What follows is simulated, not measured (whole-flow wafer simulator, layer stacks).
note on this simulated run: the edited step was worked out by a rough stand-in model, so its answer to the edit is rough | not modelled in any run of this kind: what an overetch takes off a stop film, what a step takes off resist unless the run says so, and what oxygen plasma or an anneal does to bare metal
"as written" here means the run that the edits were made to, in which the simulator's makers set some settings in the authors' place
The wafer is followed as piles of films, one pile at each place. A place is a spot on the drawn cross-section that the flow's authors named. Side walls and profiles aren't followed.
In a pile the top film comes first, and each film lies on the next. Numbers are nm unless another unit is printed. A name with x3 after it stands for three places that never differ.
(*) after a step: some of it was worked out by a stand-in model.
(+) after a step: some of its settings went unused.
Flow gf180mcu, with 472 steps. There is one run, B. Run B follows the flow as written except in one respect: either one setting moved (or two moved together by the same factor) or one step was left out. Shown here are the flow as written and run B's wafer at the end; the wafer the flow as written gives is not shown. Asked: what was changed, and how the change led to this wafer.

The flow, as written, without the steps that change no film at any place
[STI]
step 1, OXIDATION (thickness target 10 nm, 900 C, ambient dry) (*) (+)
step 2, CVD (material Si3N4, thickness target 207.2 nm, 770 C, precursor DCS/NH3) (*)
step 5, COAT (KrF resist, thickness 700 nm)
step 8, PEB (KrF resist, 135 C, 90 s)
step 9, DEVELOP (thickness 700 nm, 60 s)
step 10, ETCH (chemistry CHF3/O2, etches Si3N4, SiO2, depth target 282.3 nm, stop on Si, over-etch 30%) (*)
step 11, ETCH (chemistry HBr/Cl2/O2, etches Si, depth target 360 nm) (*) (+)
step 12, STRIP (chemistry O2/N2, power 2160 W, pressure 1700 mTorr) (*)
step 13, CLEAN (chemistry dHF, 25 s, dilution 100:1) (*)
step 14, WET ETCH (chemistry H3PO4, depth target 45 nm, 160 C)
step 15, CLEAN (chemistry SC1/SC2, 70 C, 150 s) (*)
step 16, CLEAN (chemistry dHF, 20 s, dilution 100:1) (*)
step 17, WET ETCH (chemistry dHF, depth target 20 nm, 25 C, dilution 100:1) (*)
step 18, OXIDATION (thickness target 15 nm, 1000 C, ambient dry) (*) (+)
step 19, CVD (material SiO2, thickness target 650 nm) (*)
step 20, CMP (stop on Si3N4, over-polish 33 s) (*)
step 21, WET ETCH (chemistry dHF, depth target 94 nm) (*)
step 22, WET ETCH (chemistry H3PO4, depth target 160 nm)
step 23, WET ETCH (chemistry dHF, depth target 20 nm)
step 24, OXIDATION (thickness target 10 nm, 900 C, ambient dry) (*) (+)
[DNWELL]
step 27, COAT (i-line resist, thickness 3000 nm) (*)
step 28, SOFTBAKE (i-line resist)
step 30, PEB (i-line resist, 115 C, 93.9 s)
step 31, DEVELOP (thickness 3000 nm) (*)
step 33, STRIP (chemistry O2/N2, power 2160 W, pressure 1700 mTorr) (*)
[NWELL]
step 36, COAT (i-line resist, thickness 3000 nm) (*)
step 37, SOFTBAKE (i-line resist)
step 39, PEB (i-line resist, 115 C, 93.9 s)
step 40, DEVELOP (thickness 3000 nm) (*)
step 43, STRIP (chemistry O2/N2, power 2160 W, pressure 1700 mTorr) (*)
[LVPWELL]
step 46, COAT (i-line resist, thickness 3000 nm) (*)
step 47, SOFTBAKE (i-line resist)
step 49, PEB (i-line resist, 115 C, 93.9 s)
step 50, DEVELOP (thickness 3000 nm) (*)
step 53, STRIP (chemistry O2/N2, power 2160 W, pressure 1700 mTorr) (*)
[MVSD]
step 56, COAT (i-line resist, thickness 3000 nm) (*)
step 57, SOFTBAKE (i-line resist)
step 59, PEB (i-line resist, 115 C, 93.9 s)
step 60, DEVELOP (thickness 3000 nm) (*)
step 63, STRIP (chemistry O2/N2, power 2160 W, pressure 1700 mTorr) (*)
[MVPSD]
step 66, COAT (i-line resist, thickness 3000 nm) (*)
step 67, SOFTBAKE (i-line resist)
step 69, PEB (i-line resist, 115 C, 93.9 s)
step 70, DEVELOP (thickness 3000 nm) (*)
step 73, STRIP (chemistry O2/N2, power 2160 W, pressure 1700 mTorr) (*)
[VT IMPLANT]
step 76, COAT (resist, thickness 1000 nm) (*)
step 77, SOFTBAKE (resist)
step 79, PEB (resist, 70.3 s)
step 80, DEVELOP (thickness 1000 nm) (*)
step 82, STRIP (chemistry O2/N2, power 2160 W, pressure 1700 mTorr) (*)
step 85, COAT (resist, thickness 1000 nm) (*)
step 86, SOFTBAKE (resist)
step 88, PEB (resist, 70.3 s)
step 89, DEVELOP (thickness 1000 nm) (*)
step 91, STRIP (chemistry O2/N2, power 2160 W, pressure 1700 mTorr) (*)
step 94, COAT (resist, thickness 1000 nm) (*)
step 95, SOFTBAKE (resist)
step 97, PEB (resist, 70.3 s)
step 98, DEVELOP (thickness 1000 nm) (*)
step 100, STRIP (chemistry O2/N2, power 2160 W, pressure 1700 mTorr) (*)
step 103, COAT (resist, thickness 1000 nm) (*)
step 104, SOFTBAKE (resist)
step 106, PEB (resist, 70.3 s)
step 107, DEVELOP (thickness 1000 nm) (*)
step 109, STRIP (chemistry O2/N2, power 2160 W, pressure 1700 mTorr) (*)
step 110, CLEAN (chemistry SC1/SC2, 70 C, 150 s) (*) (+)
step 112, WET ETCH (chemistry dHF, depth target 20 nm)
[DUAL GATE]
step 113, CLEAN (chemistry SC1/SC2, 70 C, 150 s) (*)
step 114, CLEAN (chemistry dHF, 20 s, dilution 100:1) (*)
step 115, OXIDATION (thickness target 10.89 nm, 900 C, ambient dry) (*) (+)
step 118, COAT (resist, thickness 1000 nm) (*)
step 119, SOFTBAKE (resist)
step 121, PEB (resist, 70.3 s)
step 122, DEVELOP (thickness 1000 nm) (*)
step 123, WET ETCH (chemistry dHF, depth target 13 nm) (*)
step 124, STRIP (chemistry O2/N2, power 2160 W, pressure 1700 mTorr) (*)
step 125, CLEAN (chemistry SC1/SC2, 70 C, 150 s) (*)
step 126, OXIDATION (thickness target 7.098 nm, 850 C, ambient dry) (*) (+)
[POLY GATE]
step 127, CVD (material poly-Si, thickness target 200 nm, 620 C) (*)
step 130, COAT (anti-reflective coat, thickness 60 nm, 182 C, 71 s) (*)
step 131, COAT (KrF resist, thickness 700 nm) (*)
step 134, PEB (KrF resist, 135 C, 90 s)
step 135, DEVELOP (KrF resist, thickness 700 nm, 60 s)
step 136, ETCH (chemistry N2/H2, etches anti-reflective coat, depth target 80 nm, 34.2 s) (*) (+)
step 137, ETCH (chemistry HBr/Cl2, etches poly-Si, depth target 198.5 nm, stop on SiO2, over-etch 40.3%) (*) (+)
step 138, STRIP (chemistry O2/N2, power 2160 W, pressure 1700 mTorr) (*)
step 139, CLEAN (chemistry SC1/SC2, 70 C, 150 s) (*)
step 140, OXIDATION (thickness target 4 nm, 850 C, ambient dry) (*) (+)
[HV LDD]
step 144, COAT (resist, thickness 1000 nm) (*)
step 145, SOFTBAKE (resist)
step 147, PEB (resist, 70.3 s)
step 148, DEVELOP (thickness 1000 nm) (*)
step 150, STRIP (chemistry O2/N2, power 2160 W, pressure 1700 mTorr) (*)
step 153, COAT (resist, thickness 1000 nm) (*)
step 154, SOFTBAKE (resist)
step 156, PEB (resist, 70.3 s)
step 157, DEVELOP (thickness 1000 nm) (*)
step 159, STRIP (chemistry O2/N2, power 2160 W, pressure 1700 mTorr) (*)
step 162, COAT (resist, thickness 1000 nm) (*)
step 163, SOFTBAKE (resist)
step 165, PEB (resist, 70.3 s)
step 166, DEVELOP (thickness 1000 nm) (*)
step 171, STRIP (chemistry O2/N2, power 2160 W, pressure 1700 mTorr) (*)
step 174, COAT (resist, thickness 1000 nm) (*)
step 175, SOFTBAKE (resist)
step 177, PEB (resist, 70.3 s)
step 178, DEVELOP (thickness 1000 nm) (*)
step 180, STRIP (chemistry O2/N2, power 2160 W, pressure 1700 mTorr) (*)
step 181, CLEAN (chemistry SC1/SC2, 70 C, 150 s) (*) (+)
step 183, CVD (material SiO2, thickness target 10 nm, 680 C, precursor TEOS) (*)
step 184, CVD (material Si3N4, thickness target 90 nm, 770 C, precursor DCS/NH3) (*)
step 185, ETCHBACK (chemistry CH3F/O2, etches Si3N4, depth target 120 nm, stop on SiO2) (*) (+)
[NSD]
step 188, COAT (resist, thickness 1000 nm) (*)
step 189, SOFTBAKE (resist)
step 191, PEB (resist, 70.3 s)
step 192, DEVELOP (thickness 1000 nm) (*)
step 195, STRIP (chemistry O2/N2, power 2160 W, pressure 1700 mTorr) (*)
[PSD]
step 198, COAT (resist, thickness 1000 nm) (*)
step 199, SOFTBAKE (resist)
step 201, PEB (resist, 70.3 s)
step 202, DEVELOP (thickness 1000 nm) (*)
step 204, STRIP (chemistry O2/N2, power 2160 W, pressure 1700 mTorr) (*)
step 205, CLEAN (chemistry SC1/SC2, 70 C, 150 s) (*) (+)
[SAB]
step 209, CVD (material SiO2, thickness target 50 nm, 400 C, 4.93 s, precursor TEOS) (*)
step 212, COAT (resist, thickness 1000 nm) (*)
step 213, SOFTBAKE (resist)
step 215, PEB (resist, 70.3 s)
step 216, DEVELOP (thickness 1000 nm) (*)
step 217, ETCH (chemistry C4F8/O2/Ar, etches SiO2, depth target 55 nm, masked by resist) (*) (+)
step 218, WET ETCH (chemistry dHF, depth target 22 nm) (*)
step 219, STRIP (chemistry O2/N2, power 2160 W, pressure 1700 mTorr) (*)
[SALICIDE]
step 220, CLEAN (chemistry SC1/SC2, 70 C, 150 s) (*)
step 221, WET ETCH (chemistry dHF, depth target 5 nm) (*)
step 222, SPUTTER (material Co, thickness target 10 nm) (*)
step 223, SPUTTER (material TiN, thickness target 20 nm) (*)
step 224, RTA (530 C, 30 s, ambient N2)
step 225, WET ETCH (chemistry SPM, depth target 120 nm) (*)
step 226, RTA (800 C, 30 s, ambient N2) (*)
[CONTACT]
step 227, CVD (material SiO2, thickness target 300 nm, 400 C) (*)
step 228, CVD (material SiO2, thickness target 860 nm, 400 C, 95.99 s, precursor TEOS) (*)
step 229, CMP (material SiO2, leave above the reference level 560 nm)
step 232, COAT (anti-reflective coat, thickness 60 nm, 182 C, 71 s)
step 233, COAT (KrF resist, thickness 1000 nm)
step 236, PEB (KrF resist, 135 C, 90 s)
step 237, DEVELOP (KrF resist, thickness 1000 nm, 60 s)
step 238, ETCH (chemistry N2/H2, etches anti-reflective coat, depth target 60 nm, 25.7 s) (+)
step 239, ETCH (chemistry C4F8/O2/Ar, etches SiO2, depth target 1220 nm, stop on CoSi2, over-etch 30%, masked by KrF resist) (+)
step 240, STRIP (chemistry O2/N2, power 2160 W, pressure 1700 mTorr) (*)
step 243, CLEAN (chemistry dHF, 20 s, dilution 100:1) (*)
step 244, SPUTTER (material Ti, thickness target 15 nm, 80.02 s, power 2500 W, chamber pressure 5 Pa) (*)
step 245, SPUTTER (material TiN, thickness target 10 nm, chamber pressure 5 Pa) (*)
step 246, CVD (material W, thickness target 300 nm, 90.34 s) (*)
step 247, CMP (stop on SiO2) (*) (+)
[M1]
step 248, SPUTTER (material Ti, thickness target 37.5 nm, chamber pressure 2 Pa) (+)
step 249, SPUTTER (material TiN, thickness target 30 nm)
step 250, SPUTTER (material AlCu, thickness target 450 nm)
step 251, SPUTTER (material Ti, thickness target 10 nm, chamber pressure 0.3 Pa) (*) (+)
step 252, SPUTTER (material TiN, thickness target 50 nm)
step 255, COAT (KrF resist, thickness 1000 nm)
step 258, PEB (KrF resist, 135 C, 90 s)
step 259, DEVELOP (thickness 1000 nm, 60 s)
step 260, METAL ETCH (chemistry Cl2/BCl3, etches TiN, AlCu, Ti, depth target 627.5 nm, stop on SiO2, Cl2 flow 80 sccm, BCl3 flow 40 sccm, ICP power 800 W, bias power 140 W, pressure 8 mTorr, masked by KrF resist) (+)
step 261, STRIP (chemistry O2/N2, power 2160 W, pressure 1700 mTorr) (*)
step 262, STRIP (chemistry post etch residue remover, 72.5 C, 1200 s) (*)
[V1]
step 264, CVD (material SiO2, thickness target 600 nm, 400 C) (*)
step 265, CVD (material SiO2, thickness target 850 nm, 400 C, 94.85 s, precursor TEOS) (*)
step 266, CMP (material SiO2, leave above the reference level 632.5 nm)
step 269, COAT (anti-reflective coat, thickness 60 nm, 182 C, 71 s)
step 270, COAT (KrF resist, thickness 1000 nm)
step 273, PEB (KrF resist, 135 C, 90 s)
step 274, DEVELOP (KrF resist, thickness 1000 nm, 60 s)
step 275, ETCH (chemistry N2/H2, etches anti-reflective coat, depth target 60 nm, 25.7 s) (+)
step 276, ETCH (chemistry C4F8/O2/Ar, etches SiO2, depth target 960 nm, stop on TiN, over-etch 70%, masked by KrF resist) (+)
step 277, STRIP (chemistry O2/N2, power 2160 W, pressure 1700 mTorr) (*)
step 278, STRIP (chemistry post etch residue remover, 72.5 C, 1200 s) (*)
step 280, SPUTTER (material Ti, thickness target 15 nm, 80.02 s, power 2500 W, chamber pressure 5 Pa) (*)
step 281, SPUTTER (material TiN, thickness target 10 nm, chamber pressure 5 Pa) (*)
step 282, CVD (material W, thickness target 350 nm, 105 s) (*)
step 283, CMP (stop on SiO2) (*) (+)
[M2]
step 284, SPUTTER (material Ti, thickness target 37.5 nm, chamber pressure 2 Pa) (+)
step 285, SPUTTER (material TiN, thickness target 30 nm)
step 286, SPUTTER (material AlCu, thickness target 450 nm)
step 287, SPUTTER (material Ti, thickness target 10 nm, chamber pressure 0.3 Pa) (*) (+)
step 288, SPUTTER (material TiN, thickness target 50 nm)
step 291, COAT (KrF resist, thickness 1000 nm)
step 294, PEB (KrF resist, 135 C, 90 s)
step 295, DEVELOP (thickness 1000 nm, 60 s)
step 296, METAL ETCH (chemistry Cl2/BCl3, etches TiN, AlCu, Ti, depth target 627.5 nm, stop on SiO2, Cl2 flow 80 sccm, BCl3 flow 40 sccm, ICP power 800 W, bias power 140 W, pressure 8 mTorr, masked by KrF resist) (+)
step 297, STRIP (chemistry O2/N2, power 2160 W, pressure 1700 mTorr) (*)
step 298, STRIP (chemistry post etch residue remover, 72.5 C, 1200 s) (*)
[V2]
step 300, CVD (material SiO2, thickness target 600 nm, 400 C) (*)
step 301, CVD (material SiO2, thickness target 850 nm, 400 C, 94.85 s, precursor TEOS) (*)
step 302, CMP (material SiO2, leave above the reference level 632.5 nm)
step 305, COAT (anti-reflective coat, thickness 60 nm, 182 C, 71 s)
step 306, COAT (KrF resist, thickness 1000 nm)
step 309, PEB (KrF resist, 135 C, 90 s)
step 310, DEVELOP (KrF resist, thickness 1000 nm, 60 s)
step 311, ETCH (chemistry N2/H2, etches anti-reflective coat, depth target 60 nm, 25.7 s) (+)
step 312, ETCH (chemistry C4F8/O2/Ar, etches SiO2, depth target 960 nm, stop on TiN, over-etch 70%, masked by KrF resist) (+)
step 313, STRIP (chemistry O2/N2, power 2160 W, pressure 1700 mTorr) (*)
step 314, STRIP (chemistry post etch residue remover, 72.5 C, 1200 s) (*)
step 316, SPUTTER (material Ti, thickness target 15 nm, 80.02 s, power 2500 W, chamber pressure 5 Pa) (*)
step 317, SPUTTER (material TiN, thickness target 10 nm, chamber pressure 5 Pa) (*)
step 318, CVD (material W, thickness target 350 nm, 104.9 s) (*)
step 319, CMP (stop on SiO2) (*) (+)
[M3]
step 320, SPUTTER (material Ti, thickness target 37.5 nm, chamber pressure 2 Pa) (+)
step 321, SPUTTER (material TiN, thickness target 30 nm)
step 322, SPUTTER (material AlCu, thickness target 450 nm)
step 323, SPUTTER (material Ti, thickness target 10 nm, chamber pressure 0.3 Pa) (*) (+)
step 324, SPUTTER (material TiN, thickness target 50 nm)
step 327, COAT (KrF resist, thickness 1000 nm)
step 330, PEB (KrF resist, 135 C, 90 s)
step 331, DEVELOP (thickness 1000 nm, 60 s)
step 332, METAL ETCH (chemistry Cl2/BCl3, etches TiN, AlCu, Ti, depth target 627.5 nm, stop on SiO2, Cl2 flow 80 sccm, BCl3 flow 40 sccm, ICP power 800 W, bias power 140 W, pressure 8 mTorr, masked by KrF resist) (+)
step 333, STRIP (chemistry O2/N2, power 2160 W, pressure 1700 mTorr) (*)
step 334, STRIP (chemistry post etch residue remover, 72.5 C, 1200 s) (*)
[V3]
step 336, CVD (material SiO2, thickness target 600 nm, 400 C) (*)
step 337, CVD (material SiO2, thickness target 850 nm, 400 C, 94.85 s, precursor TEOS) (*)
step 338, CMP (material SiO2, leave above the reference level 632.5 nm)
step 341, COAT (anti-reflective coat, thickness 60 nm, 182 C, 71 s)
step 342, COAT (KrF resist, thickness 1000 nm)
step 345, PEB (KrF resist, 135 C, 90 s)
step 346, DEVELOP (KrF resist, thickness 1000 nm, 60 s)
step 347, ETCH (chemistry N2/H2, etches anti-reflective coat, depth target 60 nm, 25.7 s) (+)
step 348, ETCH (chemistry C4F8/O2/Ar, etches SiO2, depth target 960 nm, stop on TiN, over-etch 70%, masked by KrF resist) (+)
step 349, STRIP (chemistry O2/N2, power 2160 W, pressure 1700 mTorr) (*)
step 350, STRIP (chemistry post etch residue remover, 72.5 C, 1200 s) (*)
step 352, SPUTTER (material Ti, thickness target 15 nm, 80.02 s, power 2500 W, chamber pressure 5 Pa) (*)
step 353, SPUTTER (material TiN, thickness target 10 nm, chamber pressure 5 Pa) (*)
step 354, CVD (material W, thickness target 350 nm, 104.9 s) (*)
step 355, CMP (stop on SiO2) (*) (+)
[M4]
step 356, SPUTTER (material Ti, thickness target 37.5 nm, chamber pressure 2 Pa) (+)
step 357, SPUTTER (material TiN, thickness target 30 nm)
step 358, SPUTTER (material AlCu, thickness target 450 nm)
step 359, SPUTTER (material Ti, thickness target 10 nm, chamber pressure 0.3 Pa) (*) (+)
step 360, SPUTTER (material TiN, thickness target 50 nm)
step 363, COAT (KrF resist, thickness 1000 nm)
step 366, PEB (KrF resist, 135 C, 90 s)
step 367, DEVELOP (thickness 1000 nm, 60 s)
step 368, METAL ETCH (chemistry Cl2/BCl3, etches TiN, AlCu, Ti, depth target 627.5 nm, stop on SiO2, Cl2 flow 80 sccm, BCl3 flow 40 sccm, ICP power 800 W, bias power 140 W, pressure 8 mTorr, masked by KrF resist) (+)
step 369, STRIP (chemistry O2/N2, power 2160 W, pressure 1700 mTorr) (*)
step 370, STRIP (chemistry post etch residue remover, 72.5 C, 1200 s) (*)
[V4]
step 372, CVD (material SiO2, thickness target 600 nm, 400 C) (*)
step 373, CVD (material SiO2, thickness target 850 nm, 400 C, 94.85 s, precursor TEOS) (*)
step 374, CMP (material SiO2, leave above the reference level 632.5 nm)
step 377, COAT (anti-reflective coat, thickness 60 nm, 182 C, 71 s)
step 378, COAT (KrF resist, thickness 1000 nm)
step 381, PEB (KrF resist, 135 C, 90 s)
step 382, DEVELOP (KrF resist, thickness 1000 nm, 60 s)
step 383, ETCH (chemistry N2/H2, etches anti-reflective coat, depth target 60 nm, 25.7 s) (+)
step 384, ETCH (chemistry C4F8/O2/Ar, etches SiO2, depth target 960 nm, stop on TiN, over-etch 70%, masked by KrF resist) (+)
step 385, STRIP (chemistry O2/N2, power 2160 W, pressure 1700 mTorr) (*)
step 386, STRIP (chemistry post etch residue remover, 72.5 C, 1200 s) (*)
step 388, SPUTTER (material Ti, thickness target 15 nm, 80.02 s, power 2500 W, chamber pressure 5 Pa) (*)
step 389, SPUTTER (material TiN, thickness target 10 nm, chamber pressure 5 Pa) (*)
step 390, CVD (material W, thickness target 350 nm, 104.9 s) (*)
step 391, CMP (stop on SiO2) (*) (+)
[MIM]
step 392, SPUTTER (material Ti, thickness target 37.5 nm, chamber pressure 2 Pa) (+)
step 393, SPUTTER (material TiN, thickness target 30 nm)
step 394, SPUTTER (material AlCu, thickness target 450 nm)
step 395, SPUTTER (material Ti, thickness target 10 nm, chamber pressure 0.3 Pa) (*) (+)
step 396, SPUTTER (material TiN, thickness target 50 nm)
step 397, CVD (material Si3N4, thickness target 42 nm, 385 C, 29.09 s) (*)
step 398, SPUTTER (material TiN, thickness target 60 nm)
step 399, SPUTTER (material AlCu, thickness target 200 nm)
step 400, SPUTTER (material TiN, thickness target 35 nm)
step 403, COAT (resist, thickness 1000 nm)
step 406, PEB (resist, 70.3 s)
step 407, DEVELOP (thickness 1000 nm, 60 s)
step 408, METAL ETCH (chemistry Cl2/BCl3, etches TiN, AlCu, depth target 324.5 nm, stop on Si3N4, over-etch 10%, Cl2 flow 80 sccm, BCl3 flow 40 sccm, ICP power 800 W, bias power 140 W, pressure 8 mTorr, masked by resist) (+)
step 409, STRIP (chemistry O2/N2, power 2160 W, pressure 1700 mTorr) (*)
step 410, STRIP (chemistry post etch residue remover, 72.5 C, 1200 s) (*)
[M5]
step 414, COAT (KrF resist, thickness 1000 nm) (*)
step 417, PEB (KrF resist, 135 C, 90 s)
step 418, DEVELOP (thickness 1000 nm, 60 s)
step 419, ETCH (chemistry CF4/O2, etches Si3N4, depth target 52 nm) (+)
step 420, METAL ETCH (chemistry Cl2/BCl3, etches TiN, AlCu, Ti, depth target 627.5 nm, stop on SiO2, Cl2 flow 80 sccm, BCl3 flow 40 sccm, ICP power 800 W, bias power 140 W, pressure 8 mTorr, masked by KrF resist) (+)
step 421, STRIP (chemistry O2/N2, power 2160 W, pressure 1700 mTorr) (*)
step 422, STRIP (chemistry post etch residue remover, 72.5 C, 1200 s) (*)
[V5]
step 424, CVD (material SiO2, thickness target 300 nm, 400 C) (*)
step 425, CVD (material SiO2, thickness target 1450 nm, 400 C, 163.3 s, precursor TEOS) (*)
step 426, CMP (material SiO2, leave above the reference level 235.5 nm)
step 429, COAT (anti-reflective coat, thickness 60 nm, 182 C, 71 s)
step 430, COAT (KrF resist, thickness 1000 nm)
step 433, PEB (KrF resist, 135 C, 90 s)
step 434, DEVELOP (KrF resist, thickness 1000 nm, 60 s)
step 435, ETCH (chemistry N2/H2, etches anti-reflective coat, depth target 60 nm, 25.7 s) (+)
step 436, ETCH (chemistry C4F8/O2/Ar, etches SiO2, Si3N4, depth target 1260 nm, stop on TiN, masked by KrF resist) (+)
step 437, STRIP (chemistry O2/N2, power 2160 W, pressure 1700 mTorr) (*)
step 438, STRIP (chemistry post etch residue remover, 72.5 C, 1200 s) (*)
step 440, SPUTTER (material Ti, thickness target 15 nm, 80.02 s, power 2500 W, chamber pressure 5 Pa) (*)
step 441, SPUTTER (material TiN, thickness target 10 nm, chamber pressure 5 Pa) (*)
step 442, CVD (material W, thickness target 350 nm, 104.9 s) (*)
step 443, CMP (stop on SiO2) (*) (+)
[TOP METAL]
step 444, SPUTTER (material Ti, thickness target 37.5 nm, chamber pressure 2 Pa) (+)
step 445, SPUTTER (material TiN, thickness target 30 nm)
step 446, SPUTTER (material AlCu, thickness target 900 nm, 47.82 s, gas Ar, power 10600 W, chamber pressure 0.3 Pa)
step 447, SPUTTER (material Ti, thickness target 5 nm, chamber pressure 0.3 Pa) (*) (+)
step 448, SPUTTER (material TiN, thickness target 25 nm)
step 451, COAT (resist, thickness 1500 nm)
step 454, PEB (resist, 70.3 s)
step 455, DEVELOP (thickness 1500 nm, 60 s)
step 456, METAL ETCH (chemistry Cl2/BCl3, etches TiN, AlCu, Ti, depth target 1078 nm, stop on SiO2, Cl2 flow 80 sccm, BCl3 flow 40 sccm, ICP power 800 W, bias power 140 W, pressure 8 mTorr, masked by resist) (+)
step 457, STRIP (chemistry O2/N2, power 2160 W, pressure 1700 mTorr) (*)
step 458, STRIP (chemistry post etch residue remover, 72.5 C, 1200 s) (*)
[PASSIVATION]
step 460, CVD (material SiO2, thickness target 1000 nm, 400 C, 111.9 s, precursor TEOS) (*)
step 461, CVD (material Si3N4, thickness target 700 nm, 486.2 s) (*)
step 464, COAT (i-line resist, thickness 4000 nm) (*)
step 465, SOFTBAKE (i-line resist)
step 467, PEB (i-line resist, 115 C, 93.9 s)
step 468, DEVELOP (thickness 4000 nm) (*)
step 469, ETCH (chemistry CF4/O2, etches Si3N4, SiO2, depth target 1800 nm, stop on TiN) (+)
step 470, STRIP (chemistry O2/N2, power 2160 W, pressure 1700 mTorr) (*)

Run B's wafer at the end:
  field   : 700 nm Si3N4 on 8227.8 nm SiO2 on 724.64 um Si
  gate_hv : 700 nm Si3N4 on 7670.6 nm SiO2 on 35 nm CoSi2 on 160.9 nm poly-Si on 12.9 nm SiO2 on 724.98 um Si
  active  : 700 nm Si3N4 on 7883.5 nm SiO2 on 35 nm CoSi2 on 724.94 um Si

What caused this: step 126, OXIDATION: thickness target 5.501 nm was run, while the flow as written has thickness target 7.098 nm.

The path from the change to this, step by step:
  step 126, OXIDATION (thickness target 7.098 nm, 850 C, ambient dry) (*) (+)
      gate_hv, active_hv, active_nat and 25 more: SiO2 gains 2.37, Si loses 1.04 (in the flow as written it would be: SiO2 gains 3.72, Si loses 1.64)
      active, n_well, p_well and 12 more: SiO2 gains 5.5 (new film), chemical SiO2 loses 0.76 (all of it), Si loses 2.09 (in the flow as written it would be: SiO2 gains 7.1 (new film), chemical SiO2 loses 0.76 (all of it), Si loses 2.79)
  step 189, SOFTBAKE (resist)
      field__w9: resist loses 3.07 (in the flow as written it would be: resist gains 6.92)
  step 199, SOFTBAKE (resist)
      field__w9: resist loses 3.07 (in the flow as written it would be: resist gains 6.92)
  step 218, WET ETCH (chemistry dHF, depth target 22 nm) (*)
      active, p_well, sd_n, iso_ptap_pw, iso_ntap_nw, iso_ptap_sub, vpnp_e: SiO2 loses 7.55 (all of it) (in the flow as written it would be: SiO2 loses 9.01 (all of it))
      ldn_tap, ldn_src, ldn_drn, ldp_tap, ldp_src, ldp_drn, ldp_gr: SiO2 loses 14.7 (all of it) (in the flow as written it would be: SiO2 loses 16 (all of it))
      (as well as at 9 more places)
  step 223, SPUTTER (material TiN, thickness target 20 nm) (*)
      field__w12: TiN gains 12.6 (new film) (in the flow as written it would be: TiN gains 12 (new film))
  step 225, WET ETCH (chemistry SPM, depth target 120 nm) (*)
      field__w12: TiN loses 12.6 (all of it), Co loses 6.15 (all of it) (in the flow as written it would be: TiN loses 12 (all of it), Co loses 6.15 (all of it))
